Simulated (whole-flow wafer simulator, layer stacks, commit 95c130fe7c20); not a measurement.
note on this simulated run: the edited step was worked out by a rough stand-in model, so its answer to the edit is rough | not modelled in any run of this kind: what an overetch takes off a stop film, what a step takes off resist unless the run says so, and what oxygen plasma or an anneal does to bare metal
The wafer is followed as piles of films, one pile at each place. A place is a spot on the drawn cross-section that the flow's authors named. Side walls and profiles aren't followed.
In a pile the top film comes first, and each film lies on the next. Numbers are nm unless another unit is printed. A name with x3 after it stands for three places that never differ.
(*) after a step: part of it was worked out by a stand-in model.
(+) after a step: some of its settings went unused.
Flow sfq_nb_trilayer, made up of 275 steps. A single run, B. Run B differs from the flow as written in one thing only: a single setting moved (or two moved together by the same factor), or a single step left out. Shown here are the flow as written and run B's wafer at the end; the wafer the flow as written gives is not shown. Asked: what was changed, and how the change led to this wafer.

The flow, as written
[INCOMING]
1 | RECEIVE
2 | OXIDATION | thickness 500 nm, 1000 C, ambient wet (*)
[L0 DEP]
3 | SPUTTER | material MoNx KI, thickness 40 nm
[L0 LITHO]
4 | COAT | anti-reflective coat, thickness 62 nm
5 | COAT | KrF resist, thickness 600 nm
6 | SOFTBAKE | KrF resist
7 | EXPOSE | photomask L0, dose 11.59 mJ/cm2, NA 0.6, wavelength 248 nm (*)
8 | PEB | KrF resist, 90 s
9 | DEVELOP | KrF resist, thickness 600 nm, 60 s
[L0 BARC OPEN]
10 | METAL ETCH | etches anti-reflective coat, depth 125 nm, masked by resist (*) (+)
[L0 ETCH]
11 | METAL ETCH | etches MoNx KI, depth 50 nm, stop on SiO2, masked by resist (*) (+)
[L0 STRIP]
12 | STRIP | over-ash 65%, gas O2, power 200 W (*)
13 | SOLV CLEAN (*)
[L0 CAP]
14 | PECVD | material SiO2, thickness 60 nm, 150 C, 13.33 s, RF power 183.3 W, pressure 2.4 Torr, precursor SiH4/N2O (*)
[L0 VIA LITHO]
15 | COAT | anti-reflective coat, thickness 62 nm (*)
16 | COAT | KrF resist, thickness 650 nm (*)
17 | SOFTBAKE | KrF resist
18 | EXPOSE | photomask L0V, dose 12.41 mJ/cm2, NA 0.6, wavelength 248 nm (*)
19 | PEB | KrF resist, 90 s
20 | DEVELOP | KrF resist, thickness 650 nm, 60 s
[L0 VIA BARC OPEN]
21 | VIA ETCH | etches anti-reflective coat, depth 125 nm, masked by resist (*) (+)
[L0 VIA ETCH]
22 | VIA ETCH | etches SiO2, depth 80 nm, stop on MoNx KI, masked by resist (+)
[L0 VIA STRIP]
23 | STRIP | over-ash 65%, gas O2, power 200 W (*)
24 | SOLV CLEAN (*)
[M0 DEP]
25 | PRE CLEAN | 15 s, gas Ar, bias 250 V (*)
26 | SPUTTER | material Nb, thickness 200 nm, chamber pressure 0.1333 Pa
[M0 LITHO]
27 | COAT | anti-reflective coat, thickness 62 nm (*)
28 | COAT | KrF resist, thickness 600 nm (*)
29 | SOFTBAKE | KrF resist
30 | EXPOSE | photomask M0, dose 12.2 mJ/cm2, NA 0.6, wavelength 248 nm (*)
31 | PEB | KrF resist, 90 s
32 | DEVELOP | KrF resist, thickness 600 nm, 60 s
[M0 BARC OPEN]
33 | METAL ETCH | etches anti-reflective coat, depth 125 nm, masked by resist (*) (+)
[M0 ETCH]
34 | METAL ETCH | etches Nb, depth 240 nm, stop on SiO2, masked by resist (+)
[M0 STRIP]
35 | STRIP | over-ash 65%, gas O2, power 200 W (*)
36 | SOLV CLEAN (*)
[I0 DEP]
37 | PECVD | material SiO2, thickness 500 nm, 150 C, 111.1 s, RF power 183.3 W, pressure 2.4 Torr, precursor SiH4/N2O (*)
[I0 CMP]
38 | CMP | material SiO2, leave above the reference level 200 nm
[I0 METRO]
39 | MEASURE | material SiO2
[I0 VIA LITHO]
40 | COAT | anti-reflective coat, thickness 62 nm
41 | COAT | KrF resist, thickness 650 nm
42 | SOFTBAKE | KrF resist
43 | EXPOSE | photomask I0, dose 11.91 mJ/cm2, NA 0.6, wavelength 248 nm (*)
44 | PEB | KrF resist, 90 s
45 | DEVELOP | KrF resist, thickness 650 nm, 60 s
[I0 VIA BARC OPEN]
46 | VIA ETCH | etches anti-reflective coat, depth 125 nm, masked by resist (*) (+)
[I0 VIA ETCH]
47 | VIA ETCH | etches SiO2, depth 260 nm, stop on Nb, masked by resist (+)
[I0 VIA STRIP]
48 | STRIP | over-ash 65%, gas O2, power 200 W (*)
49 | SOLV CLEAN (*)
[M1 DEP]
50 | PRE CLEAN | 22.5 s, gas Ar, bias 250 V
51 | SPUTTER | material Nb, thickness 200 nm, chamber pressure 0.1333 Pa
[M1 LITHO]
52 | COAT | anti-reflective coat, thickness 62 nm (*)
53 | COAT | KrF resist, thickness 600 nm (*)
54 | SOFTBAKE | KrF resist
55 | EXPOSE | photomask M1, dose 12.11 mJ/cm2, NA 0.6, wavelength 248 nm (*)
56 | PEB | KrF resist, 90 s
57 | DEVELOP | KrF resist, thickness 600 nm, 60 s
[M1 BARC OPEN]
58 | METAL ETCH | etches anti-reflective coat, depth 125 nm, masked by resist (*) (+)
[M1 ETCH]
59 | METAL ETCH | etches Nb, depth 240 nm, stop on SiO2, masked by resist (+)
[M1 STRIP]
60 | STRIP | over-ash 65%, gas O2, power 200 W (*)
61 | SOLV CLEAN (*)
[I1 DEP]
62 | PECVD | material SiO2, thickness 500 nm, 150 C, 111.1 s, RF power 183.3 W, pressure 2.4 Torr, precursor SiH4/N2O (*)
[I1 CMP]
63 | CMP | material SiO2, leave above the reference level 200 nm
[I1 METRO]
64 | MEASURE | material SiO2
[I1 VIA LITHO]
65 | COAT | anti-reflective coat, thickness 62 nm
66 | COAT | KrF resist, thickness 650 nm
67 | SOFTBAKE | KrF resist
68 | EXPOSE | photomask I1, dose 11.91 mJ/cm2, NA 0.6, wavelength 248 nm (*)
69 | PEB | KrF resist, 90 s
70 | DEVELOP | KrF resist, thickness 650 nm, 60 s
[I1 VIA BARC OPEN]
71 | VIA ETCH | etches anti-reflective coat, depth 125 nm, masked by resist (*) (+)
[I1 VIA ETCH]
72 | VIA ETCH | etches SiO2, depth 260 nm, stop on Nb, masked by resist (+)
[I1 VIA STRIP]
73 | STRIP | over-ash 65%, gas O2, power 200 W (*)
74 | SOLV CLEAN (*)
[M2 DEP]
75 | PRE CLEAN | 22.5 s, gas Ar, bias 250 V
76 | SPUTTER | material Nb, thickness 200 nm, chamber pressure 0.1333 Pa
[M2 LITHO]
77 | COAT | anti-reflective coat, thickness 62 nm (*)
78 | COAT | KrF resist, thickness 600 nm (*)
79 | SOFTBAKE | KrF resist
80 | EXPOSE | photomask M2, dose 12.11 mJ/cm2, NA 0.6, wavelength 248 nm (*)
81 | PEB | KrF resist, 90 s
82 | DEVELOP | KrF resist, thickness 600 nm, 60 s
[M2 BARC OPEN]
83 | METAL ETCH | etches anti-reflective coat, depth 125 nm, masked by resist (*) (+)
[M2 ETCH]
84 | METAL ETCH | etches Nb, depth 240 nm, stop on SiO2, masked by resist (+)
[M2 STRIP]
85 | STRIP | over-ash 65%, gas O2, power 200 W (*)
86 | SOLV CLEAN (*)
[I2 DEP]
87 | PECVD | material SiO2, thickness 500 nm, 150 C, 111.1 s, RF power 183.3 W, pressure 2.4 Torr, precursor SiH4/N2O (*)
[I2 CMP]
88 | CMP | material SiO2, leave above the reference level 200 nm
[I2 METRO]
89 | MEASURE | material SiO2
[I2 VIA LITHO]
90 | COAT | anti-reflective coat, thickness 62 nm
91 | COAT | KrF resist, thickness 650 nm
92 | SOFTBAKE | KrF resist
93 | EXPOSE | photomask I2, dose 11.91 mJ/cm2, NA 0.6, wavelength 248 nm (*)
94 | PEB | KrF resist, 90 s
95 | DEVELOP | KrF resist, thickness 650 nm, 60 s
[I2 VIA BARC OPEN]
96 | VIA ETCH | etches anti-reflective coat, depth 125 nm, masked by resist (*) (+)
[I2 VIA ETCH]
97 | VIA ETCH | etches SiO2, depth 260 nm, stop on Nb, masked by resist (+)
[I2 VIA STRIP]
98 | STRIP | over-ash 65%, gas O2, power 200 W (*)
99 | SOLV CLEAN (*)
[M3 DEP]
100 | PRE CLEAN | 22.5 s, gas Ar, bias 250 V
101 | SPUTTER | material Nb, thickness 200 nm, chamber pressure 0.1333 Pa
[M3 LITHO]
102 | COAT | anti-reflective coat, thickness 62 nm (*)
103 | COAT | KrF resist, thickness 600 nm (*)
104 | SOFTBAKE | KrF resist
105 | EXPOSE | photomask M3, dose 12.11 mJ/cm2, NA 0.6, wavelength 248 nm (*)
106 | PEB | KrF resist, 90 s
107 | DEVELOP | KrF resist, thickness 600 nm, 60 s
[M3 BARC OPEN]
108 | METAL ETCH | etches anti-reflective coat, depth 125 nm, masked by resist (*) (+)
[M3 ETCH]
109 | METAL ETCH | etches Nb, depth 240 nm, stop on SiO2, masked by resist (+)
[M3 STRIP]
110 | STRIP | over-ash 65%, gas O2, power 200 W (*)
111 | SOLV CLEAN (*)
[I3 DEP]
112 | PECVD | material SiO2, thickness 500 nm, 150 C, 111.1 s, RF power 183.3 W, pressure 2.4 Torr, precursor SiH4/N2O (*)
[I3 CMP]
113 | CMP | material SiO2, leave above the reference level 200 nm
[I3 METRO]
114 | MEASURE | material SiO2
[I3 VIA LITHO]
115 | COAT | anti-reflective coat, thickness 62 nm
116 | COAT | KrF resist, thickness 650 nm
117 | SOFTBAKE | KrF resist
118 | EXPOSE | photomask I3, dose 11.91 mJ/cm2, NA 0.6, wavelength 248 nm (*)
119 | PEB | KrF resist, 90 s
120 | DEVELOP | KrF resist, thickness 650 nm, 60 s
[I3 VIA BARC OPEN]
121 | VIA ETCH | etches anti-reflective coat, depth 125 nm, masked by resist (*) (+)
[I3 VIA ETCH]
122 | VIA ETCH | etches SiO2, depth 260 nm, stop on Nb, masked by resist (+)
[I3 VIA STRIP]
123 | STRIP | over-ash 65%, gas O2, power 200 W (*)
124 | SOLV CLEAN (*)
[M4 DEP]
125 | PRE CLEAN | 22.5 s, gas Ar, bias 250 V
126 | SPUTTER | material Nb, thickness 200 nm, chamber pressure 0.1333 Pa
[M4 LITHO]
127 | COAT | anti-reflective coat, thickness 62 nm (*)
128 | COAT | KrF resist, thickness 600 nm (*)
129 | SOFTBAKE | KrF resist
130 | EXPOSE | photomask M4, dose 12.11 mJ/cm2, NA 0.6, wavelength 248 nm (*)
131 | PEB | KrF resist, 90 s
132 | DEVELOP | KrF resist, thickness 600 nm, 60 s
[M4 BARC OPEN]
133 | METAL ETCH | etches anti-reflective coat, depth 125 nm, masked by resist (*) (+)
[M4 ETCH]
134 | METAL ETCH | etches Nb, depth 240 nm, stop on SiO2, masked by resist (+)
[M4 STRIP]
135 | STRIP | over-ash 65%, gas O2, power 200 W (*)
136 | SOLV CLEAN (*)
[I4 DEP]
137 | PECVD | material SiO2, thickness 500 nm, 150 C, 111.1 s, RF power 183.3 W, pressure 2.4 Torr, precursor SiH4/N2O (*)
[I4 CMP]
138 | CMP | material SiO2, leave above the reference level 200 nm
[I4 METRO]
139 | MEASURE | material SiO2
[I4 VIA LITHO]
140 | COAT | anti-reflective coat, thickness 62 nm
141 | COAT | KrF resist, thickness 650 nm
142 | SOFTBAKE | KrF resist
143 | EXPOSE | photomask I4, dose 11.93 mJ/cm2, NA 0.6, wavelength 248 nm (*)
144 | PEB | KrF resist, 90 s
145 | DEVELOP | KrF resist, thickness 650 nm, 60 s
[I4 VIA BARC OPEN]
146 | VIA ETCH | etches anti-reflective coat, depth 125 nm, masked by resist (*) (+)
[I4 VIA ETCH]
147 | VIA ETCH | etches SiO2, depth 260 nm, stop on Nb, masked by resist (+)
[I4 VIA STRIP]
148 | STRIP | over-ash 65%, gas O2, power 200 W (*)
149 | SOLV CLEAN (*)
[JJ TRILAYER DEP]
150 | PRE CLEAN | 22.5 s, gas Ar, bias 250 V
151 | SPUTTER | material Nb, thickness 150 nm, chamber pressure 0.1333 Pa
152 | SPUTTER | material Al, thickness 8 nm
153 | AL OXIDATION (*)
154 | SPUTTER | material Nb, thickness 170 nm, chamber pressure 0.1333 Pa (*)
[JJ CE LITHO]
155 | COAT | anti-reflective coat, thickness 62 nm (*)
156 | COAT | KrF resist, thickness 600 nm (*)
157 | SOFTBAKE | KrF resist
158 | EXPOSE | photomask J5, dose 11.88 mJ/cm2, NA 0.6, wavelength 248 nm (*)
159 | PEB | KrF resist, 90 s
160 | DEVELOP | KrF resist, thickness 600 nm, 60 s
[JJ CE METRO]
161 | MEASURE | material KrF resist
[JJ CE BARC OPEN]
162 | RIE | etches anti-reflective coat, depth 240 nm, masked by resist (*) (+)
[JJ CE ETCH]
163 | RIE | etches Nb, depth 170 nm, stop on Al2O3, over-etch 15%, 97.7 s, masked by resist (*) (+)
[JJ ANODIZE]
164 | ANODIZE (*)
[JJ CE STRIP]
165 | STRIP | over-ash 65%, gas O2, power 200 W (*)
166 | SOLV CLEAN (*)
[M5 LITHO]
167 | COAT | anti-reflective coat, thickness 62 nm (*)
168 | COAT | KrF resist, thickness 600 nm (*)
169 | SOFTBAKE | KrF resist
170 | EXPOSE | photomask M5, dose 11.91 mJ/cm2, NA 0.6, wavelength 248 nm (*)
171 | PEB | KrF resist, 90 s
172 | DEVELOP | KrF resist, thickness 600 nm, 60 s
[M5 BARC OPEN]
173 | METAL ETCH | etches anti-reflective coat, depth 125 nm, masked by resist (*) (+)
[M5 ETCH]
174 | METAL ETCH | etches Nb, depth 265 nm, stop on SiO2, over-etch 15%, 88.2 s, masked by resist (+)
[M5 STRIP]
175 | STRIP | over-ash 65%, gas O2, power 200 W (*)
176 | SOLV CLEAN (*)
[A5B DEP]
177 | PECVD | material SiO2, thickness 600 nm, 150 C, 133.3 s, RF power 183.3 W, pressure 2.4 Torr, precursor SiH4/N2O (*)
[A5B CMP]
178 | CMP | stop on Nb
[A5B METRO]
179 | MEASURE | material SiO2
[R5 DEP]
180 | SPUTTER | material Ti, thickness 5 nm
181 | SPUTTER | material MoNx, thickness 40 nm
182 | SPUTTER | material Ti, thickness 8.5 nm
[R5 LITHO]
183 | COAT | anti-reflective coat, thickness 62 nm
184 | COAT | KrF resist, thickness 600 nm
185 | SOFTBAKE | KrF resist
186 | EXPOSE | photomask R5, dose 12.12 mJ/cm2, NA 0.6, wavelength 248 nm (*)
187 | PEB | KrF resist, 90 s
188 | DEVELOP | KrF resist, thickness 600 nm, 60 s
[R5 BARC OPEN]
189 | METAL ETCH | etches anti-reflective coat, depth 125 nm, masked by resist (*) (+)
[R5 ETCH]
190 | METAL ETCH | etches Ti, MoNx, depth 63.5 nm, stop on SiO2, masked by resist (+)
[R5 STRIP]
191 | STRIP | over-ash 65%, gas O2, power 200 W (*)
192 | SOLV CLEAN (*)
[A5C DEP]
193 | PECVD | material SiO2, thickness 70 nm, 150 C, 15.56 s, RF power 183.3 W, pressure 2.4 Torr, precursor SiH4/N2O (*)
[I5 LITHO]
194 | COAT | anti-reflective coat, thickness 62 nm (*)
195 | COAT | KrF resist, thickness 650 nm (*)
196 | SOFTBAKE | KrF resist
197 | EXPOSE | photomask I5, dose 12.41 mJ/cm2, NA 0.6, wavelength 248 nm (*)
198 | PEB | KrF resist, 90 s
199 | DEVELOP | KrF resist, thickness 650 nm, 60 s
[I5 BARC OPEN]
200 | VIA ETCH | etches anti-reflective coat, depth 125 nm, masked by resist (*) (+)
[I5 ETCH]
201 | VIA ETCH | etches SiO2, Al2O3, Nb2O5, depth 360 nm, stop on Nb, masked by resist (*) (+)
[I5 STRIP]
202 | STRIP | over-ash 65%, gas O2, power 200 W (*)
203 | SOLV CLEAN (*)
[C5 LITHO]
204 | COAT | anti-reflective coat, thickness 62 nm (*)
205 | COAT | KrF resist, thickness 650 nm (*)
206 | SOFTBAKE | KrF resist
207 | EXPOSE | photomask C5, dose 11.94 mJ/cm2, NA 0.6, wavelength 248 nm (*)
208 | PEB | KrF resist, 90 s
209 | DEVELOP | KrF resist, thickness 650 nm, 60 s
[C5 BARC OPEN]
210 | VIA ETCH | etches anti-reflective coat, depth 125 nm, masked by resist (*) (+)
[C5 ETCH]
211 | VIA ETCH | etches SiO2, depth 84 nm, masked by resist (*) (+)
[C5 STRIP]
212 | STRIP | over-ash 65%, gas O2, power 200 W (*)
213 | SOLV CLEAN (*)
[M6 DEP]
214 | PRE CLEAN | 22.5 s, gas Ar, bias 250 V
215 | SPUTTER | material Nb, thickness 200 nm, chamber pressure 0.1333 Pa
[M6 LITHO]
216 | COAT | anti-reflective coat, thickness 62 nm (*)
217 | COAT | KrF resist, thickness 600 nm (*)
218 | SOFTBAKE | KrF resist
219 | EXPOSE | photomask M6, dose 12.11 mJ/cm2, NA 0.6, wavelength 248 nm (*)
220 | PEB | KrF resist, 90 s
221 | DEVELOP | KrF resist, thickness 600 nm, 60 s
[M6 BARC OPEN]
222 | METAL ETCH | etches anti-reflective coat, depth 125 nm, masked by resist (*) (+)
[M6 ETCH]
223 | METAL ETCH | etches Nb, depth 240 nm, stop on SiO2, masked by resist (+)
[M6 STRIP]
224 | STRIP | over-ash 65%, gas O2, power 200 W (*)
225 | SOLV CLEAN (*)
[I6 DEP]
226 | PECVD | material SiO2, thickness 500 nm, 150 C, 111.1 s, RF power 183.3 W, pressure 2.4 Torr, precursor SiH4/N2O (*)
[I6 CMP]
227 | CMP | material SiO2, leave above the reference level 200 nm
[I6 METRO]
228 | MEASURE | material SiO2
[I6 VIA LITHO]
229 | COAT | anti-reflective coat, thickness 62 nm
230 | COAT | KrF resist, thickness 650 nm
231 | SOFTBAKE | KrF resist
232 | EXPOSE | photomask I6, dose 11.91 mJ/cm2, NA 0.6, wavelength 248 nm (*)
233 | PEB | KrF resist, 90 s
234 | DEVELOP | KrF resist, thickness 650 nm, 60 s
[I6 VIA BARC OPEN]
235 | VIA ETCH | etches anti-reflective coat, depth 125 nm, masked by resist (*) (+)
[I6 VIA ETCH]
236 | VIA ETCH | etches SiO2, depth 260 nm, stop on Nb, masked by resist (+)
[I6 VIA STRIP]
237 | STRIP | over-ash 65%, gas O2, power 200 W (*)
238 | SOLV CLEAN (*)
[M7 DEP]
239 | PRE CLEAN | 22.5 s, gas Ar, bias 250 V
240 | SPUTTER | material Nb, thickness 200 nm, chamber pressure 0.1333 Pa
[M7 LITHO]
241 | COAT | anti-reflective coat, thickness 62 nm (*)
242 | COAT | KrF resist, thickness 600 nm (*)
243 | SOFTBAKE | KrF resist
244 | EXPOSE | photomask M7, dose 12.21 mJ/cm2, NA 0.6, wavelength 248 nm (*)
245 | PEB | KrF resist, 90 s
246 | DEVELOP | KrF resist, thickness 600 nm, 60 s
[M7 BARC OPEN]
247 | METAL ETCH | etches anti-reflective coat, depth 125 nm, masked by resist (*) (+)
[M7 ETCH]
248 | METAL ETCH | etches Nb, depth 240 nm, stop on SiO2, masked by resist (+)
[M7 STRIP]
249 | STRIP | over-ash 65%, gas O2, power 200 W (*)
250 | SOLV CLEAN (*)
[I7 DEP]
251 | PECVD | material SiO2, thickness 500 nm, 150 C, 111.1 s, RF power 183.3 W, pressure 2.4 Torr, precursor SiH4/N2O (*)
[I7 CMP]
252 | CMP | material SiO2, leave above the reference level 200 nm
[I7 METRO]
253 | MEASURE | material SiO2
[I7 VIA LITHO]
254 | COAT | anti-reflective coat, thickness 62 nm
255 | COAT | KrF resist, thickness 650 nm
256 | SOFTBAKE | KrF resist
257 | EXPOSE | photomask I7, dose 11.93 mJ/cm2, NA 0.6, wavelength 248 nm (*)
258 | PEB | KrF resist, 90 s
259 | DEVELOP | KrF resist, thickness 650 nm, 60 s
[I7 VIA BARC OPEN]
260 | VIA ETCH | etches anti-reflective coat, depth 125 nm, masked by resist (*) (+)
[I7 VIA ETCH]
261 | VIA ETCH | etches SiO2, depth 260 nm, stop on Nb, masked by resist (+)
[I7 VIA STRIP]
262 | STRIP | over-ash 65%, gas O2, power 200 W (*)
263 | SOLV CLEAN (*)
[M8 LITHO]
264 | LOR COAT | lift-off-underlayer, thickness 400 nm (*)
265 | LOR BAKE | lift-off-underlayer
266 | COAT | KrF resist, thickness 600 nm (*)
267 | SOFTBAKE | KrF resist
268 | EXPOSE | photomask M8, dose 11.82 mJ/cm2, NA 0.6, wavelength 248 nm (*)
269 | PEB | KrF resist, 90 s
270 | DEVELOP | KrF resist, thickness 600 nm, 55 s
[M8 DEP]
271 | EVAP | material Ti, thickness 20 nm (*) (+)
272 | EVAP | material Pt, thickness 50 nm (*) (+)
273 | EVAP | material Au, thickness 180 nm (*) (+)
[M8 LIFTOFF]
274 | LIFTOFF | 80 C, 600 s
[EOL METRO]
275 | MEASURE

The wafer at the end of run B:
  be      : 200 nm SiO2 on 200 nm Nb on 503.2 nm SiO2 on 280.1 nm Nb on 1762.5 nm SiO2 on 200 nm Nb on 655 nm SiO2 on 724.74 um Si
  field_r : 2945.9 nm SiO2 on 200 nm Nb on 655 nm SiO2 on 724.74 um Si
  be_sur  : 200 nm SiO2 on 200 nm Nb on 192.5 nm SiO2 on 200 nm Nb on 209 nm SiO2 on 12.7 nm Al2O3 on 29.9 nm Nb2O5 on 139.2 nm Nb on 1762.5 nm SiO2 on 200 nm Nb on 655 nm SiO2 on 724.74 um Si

Cause: step 2, OXIDATION: thickness 600 nm was run, while the flow as written has thickness 500 nm.

The path from the change to this, step by step:
  2 | OXIDATION | thickness 500 nm, 1000 C, ambient wet (*)
      field_l, v_sur, via_wl and 103 more: +600 SiO2 (new film), -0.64 chemical SiO2 (all of it), -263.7 Si (as written it would have been: +500 SiO2 (new film), -0.64 chemical SiO2 (all of it), -219.7 Si)
